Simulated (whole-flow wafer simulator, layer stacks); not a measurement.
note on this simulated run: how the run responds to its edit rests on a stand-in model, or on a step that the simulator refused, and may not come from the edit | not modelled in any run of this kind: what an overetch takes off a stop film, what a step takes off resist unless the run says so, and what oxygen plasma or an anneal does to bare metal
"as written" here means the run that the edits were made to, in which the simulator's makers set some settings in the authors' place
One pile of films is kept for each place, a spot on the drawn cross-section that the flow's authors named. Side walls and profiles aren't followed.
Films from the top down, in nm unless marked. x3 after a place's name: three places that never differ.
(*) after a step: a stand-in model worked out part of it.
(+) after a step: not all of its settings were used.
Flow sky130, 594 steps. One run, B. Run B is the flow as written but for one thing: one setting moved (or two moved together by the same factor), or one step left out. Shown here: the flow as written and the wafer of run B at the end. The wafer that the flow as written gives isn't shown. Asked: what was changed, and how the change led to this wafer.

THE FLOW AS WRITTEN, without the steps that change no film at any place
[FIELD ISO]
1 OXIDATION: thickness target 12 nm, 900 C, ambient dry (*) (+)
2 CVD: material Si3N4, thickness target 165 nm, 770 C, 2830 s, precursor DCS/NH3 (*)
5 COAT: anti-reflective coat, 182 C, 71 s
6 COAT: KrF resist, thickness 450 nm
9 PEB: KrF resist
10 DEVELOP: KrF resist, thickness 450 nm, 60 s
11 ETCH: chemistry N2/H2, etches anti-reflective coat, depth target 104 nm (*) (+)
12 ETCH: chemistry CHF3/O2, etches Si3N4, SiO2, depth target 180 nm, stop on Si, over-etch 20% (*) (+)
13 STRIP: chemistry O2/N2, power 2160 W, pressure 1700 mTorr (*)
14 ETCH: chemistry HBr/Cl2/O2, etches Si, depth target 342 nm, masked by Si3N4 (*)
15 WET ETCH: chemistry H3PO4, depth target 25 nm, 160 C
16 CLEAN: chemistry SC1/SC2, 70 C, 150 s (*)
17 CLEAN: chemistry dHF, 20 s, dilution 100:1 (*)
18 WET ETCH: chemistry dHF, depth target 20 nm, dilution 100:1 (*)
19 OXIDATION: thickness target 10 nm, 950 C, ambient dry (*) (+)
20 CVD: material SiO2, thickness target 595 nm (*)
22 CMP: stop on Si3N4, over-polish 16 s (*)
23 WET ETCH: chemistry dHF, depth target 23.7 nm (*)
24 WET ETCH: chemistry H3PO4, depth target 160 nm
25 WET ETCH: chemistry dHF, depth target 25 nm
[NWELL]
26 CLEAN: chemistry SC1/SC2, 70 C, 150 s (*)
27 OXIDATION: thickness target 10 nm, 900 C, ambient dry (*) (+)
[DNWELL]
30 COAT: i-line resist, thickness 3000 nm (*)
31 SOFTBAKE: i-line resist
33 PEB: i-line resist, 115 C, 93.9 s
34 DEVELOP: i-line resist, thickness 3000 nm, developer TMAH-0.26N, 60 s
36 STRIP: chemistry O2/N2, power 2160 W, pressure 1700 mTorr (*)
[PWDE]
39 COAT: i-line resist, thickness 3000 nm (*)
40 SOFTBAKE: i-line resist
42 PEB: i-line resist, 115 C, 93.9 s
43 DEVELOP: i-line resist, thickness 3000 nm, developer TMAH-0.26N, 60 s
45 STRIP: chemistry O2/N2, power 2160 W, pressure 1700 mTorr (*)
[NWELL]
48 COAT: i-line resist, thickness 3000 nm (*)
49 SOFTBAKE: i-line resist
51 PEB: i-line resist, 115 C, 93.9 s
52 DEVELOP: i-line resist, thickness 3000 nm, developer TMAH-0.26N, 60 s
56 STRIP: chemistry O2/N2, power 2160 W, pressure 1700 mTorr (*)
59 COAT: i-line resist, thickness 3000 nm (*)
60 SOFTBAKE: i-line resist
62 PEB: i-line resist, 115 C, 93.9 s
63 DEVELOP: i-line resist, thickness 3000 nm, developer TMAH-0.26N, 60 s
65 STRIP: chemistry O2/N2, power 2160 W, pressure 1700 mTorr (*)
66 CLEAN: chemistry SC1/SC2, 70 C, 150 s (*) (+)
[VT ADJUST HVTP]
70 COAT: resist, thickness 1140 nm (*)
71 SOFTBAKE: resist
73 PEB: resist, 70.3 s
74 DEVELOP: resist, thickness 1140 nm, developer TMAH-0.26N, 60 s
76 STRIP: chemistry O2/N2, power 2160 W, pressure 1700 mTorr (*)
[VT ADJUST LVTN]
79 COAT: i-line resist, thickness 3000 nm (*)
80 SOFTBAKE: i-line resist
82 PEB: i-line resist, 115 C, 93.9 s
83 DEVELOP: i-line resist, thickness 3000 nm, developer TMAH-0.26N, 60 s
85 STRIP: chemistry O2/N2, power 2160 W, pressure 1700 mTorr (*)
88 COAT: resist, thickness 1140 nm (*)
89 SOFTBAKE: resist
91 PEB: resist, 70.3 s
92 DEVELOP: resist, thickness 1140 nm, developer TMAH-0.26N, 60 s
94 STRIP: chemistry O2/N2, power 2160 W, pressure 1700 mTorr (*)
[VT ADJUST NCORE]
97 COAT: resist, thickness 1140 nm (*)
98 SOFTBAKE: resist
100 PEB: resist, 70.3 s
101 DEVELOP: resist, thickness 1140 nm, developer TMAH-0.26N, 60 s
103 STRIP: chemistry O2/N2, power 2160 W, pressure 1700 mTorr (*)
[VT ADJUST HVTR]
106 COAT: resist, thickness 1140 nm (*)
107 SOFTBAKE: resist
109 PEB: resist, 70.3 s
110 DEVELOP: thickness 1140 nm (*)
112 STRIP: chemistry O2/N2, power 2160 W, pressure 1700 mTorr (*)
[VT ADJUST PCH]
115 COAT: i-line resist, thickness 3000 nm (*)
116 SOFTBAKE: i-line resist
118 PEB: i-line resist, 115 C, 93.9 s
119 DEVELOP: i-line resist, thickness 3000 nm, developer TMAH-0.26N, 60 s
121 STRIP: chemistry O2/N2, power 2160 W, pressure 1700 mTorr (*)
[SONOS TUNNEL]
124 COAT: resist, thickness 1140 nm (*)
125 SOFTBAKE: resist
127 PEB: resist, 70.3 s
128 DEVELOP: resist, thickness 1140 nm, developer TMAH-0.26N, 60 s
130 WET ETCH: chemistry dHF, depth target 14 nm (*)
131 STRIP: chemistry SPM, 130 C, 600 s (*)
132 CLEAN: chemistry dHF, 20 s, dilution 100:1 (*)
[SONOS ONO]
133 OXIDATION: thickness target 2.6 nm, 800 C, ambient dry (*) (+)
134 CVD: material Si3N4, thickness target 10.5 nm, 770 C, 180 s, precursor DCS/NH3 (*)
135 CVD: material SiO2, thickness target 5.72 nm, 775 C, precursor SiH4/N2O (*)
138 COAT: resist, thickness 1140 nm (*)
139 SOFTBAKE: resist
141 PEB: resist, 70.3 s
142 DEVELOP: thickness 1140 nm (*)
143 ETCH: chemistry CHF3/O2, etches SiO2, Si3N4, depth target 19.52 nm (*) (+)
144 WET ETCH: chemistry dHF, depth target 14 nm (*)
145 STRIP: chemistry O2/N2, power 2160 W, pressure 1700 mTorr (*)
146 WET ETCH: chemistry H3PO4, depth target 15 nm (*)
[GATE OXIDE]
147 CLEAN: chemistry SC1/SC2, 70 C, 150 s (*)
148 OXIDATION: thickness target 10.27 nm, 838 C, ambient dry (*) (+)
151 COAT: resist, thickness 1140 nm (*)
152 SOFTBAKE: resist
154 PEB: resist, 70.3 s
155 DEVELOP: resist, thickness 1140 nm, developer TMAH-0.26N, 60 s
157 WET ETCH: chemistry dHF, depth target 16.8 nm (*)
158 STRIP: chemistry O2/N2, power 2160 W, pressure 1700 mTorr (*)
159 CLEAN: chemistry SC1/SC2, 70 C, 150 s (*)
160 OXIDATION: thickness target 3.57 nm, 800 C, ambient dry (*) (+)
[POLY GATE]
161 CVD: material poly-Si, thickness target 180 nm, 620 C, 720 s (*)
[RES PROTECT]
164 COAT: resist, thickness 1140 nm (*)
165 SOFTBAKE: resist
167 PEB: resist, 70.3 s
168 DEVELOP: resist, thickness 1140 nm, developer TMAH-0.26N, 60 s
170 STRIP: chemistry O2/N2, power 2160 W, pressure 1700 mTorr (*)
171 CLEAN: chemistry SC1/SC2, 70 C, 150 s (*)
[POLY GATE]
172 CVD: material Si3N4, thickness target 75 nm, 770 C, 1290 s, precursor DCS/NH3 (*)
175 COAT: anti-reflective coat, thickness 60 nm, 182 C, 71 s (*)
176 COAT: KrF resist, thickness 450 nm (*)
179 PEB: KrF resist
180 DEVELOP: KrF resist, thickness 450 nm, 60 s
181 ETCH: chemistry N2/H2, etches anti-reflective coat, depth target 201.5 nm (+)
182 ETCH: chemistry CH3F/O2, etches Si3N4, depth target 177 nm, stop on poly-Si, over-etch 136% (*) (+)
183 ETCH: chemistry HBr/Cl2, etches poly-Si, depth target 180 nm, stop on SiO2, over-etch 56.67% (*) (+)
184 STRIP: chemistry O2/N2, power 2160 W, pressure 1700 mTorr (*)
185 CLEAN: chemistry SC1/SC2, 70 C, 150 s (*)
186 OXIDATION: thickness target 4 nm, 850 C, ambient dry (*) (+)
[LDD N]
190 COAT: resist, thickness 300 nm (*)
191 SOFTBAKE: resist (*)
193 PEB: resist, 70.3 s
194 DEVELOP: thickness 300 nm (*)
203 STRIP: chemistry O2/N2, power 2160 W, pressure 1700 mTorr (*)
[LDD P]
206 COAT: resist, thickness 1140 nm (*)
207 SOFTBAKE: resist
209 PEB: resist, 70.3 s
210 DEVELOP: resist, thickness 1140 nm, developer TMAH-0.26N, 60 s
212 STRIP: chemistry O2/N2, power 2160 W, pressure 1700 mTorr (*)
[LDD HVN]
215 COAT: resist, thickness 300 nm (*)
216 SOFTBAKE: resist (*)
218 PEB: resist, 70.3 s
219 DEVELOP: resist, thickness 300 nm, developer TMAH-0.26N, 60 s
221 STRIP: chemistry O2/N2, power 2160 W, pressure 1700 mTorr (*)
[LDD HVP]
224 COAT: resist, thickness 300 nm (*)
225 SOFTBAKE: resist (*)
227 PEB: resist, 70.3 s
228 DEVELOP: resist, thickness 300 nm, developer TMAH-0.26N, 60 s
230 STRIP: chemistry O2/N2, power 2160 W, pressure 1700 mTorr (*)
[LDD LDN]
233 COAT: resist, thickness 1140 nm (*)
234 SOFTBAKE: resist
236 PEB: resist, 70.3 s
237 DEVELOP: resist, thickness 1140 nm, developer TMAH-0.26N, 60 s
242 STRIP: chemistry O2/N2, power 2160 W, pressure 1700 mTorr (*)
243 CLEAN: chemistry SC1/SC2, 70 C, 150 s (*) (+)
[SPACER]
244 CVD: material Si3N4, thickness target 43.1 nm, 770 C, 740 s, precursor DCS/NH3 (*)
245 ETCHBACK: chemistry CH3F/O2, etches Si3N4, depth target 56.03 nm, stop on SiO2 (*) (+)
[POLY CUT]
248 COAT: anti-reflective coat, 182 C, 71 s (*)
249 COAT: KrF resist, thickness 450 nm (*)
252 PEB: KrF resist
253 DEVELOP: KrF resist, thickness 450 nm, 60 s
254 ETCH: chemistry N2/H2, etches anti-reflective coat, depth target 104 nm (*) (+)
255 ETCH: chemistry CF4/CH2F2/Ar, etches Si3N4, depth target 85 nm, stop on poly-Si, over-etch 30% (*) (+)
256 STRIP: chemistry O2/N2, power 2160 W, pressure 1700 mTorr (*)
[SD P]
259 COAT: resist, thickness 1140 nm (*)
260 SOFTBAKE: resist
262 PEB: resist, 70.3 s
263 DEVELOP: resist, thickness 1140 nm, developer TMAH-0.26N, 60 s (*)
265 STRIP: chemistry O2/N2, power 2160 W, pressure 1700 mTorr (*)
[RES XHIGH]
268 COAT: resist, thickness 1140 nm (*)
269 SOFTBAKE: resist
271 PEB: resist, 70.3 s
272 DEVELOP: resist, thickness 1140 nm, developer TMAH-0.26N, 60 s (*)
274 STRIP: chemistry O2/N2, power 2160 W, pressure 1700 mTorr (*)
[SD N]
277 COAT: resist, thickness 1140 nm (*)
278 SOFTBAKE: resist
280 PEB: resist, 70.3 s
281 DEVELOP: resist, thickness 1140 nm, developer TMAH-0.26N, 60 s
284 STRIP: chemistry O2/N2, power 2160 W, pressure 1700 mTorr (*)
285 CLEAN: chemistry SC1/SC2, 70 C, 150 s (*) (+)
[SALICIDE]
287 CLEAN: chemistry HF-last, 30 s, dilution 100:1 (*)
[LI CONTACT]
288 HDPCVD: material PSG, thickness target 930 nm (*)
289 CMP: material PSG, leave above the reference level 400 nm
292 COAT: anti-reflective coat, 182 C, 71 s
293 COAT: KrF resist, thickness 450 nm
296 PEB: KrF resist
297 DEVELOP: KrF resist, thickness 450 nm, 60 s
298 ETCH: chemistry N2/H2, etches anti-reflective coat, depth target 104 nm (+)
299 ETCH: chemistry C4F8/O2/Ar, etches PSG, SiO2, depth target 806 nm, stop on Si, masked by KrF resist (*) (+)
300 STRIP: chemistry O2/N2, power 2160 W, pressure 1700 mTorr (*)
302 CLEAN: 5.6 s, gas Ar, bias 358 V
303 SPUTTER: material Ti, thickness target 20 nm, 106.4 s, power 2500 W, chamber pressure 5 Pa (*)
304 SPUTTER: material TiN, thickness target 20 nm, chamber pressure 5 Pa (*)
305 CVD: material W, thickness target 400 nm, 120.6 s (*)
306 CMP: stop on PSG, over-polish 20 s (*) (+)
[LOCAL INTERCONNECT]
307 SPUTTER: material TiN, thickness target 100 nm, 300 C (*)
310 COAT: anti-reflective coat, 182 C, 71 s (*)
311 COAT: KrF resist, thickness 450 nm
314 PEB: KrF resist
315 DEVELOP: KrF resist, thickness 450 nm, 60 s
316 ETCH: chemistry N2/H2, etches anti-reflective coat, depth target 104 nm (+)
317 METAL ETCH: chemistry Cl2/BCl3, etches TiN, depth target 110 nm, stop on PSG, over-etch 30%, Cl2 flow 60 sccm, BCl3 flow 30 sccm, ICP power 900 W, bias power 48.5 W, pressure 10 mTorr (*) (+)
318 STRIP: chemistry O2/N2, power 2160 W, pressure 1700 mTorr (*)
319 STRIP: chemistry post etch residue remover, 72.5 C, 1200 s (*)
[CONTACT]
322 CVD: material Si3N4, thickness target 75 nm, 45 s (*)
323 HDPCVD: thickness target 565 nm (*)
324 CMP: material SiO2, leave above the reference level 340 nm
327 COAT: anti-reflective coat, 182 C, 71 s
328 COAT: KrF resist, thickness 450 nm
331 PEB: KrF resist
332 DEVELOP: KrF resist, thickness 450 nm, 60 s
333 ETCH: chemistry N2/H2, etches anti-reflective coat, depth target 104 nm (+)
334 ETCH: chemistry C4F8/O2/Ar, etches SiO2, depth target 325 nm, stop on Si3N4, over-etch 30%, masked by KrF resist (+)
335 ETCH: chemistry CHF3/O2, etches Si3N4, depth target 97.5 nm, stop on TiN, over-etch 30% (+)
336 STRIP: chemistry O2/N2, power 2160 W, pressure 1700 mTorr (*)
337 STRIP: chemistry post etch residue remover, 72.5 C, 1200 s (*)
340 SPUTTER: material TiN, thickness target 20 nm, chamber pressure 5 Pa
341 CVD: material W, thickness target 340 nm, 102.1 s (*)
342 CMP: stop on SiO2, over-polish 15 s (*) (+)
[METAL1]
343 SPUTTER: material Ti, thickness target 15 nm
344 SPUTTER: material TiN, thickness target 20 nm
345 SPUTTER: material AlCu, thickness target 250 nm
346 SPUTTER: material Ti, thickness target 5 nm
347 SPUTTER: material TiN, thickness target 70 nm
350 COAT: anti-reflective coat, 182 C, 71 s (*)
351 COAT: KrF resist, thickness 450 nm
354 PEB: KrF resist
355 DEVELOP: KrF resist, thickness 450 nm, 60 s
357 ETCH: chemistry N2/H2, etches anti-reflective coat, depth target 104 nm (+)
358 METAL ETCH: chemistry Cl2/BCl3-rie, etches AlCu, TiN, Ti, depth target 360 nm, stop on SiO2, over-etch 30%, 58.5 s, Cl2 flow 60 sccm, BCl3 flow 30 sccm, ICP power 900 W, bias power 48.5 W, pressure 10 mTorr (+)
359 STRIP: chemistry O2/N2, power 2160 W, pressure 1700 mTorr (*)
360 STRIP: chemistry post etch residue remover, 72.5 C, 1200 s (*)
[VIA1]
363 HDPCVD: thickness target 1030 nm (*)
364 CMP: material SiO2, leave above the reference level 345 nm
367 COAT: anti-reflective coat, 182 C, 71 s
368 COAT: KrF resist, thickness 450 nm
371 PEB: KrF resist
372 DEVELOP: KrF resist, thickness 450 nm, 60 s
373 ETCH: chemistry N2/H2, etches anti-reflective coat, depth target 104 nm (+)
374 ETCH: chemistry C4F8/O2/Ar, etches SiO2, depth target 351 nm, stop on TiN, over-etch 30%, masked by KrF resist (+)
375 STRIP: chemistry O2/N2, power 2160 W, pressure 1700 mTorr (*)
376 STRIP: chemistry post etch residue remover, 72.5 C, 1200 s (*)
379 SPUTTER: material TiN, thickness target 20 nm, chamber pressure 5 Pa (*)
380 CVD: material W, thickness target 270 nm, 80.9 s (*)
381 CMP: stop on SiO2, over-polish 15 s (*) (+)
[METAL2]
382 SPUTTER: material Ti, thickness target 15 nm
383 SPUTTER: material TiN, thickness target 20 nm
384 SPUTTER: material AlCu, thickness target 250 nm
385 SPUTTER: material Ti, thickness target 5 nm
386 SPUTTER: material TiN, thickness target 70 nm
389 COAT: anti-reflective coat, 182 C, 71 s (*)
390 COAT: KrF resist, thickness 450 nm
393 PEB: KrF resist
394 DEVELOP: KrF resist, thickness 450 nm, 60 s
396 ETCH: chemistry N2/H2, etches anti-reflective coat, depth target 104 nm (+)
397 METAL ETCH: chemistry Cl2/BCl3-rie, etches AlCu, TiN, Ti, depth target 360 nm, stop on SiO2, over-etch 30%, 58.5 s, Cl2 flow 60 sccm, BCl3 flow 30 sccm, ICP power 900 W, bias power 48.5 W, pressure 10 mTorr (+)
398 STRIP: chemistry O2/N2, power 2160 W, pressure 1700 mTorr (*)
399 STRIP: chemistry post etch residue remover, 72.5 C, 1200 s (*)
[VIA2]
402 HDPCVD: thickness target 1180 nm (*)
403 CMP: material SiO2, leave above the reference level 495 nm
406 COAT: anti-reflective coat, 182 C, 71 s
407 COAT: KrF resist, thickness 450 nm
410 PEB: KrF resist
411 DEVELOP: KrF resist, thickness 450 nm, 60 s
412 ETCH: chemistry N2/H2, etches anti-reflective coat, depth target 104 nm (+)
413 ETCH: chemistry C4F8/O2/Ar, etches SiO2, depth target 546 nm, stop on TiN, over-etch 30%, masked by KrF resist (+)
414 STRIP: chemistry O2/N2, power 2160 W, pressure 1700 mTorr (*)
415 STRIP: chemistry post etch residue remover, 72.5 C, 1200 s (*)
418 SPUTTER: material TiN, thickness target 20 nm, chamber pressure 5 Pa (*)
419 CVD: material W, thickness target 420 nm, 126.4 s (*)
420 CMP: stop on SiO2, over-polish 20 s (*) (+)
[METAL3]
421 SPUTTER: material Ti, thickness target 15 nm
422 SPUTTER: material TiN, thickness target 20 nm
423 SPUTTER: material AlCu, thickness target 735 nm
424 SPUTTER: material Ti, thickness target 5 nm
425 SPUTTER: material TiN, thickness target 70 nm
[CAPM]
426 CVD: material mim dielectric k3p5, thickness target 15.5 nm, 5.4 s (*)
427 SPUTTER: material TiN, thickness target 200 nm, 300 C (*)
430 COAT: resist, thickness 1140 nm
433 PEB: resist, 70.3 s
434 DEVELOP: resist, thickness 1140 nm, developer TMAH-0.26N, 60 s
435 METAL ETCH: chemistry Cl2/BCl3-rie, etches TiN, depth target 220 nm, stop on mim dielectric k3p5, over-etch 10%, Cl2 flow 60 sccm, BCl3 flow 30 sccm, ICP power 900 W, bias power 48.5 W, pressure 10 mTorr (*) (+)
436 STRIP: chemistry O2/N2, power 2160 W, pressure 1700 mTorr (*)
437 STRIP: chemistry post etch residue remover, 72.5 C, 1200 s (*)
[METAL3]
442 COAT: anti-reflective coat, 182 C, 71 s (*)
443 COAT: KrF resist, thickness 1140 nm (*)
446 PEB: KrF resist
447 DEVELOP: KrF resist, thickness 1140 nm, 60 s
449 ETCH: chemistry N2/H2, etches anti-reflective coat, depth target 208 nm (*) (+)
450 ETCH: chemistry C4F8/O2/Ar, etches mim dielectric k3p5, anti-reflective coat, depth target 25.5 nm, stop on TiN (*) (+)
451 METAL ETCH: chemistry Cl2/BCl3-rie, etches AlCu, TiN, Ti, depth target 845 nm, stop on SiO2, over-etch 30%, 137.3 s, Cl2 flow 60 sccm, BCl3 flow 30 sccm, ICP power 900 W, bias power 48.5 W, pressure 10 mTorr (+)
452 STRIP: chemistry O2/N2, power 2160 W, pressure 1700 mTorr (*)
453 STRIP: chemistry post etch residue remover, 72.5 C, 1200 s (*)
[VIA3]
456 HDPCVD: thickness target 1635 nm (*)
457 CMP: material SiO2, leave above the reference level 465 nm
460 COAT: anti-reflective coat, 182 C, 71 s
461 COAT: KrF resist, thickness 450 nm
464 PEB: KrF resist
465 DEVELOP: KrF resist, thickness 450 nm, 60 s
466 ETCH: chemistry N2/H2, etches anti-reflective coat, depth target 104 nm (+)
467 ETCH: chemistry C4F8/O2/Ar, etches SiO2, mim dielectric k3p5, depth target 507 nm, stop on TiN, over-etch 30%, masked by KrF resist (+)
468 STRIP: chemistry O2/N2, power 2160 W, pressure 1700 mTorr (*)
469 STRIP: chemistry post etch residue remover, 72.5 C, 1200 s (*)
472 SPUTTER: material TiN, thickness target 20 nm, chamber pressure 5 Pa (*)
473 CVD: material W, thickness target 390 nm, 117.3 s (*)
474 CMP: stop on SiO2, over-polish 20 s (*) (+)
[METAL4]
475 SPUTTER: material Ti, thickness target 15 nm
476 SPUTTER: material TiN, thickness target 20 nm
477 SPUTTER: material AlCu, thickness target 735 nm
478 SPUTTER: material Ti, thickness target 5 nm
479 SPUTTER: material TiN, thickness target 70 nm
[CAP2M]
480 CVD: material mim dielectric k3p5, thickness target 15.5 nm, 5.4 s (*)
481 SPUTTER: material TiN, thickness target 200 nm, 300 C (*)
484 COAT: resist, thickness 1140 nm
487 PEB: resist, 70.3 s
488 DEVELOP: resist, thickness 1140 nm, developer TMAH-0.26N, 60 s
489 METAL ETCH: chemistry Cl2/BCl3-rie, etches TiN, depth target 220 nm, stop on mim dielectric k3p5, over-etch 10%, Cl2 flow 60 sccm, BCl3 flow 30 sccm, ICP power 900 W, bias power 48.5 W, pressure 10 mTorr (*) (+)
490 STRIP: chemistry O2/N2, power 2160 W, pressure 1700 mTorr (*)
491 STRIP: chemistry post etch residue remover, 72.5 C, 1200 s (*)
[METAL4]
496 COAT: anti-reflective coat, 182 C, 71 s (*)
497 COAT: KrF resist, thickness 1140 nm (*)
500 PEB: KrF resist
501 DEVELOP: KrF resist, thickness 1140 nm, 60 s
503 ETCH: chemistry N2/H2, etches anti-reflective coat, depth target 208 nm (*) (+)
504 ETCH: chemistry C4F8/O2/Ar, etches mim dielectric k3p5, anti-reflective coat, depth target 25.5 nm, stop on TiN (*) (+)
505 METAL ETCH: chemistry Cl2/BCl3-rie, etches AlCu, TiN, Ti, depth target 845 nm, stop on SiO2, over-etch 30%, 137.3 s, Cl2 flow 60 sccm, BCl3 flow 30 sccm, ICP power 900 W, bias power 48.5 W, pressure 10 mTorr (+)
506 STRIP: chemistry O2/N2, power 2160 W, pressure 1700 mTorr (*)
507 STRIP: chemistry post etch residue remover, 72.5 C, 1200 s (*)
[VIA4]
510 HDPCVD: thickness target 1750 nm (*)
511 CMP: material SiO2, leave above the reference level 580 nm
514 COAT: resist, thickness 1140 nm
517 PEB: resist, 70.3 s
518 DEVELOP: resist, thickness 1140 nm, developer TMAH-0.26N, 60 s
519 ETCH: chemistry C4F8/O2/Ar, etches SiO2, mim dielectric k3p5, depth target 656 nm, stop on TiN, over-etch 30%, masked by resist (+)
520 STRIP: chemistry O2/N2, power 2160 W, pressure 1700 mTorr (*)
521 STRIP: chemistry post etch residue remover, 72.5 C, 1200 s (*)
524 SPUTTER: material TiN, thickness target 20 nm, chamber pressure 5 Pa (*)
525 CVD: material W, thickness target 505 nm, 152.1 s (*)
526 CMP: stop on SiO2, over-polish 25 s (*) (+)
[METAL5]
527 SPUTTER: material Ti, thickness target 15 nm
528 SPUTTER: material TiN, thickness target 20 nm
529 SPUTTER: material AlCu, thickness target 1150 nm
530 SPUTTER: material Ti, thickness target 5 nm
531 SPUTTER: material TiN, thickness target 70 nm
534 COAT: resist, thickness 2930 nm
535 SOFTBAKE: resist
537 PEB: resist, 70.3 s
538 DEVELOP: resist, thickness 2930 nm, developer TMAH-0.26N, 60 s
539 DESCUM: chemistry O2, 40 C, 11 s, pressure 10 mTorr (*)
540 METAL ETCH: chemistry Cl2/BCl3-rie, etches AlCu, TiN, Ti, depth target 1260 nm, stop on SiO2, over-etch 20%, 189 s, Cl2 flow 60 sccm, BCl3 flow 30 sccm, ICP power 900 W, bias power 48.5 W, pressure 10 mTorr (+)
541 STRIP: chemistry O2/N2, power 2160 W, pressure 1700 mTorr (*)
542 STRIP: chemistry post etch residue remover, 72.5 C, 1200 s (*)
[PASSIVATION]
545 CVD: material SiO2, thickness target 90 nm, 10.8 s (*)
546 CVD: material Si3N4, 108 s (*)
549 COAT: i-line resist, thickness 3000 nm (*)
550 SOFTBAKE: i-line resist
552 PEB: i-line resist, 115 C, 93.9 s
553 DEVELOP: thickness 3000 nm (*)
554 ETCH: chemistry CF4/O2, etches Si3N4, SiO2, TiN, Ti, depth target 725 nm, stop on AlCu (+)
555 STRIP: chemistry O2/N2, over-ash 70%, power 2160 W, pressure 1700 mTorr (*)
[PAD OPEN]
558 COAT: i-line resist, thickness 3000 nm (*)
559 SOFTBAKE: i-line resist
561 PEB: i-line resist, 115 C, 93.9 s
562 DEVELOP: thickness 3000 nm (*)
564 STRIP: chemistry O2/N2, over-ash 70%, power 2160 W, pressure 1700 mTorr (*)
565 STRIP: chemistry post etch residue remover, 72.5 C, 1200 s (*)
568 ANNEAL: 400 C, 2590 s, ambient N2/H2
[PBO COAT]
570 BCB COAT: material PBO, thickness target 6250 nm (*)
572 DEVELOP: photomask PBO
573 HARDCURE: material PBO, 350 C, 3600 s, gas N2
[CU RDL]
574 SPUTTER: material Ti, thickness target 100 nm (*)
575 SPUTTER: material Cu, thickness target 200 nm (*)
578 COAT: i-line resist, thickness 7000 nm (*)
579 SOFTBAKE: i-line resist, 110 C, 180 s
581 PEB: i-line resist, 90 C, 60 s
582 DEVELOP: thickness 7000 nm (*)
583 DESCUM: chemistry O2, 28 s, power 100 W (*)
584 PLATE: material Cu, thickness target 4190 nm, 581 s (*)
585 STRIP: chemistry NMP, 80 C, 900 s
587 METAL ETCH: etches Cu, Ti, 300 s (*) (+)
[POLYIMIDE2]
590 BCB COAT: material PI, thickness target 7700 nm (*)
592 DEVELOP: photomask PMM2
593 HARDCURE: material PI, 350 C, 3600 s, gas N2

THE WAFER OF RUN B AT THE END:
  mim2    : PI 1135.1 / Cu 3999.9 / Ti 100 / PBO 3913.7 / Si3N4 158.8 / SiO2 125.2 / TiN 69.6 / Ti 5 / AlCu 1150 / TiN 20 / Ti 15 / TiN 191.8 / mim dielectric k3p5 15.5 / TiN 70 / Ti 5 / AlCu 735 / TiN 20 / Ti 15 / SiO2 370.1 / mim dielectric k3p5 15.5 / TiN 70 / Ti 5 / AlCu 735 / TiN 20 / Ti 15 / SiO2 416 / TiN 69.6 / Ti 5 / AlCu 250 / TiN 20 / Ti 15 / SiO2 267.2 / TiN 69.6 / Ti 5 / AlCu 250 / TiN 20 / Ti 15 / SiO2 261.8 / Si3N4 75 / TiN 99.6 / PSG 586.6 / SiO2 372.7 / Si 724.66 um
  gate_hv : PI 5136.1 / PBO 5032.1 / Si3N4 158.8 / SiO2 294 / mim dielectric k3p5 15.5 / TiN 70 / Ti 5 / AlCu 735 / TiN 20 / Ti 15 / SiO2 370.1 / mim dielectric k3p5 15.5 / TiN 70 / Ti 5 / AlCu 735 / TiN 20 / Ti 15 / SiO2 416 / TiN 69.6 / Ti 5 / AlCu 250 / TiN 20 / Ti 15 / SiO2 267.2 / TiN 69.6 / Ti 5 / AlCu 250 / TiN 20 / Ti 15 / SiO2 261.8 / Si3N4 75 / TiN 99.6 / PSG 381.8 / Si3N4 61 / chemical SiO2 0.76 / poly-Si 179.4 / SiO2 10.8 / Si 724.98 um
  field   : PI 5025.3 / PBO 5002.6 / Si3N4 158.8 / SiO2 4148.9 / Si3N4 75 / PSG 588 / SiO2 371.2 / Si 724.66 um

The cause: step 511, CMP: leave above the reference level 290 nm was run, where the flow has leave above the reference level 580 nm.

How the change led to this, step by step:
  511 CMP: material SiO2, leave above the reference level 580 nm
      n_well, p_well, gate_hv and 99 more: SiO2 -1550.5 (as written it would be: SiO2 -1260.5)
      field, active, gate and 77 more: SiO2 -664.7 (as written it would be: SiO2 -374.7)
      (and at 11 more places)
  519 ETCH: chemistry C4F8/O2/Ar, etches SiO2, mim dielectric k3p5, depth target 656 nm, stop on TiN, over-etch 30%, masked by resist (+)
      field, active, n_well and 188 more: resist -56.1 (as written it would be: resist -131.2)
      m1: SiO2 -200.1 (all of it), mim dielectric k3p5 -15.5 (all of it) (as written it would be: SiO2 -490.1 (all of it), mim dielectric k3p5 -15.5 (all of it))
      (and at 1 more place)
  520 STRIP: chemistry O2/N2, power 2160 W, pressure 1700 mTorr (*)
      field, active, n_well and 188 more: resist -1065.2 (all of it) (as written it would be: resist -990.1 (all of it))
  524 SPUTTER: material TiN, thickness target 20 nm, chamber pressure 5 Pa (*)
      m1, via4_hole: TiN +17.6 (as written it would be: TiN +15.3)
  525 CVD: material W, thickness target 505 nm, 152.1 s (*)
      m1: W +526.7 (new film) (as written it would be: W +1015.8 (new film))
      via4_hole: W +527.9 (new film) (as written it would be: W +1015.2 (new film))
  526 CMP: stop on SiO2, over-polish 25 s (*) (+)
      mim2: W -505 (all of it), TiN -20 (all of it), SiO2 -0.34 (all of it), TiN -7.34 (as written it would be: W -505 (all of it), TiN -20 (all of it), SiO2 -5.48)
      m1: W -335.9 (as written it would be: W -532.7)
      (and at 1 more place)
Counting metal films that touch as one body, mim2 has 7 bodies (between them, from the top down: PBO 3913.7 / Si3N4 158.8 / SiO2 125.2; mim dielectric k3p5 15.5; SiO2 370.1 / mim dielectric k3p5 15.5; SiO2 416; SiO2 267.2; SiO2 261.8 / Si3N4 75); the flow as written gives 8 bodies (between them, from the top down: PBO 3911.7 / Si3N4 158.8 / SiO2 125.2; SiO2 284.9; mim dielectric k3p5 15.5; SiO2 370.1 / mim dielectric k3p5 15.5; SiO2 416; SiO2 267.2; SiO2 261.8 / Si3N4 75).
